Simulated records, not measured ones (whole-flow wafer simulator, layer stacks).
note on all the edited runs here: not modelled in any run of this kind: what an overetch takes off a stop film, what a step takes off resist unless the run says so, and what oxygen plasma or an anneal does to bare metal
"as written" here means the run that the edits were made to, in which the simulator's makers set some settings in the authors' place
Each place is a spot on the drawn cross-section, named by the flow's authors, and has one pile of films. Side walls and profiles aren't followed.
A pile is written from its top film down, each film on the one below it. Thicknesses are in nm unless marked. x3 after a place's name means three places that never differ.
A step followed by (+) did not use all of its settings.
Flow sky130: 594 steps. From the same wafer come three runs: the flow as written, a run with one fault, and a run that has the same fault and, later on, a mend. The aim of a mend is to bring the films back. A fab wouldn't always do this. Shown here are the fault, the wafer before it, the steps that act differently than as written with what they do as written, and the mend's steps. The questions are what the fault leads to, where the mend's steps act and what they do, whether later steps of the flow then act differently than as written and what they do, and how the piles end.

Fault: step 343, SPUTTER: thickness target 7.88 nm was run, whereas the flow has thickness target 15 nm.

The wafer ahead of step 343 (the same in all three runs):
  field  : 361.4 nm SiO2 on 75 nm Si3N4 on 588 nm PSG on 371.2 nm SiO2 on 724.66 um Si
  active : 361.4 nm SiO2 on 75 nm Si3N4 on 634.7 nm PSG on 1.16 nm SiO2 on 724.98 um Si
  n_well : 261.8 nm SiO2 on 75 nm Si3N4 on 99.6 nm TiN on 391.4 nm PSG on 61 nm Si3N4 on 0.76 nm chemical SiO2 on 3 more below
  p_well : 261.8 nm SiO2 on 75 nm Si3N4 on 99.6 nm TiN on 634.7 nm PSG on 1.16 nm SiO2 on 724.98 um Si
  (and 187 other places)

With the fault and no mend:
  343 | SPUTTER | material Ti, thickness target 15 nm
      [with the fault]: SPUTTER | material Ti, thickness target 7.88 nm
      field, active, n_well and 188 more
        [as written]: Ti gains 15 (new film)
        [with the fault]: Ti gains 7.88 (new film)
  Steps later in the flow that act otherwise than as written (16 more steps, not shown, differ only slightly: by at most 2% or 0.5 nm, whichever is larger):
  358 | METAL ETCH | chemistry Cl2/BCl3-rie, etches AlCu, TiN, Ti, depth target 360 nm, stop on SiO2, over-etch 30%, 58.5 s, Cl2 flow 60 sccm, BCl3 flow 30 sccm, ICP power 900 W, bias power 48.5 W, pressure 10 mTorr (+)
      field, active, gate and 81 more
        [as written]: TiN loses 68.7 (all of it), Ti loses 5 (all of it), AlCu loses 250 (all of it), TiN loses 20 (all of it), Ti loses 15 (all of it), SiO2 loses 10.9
        [with the fault]: TiN loses 68.7 (all of it), Ti loses 5 (all of it), AlCu loses 250 (all of it), TiN loses 20 (all of it), Ti loses 7.88 (all of it), SiO2 loses 11.6
  At n_well, p_well, gate_hv and 104 more, the piles at the end differ from the flow's by more than 2% or 0.5 nm, whichever is larger.
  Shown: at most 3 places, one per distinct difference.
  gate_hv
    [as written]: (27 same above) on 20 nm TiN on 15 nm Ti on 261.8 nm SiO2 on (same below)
    [with the fault]: (27 same above) on 20 nm TiN on 7.88 nm Ti on 261.8 nm SiO2 on (same below)
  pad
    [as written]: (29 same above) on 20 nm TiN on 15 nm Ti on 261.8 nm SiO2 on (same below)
    [with the fault]: (29 same above) on 20 nm TiN on 7.88 nm Ti on 261.8 nm SiO2 on (same below)
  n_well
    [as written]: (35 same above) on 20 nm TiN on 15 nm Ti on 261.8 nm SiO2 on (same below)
    [with the fault]: (35 same above) on 20 nm TiN on 7.88 nm Ti on 261.8 nm SiO2 on (same below)

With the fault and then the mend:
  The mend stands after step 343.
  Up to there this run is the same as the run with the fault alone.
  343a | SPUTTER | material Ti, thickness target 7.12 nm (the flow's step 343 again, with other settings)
      field, active, n_well and 188 more
        Ti gains 7.12
  Every later step of the flow that is run acts as written at every place that is followed.
  By the end, the piles equal the flow's at every place that both follow.
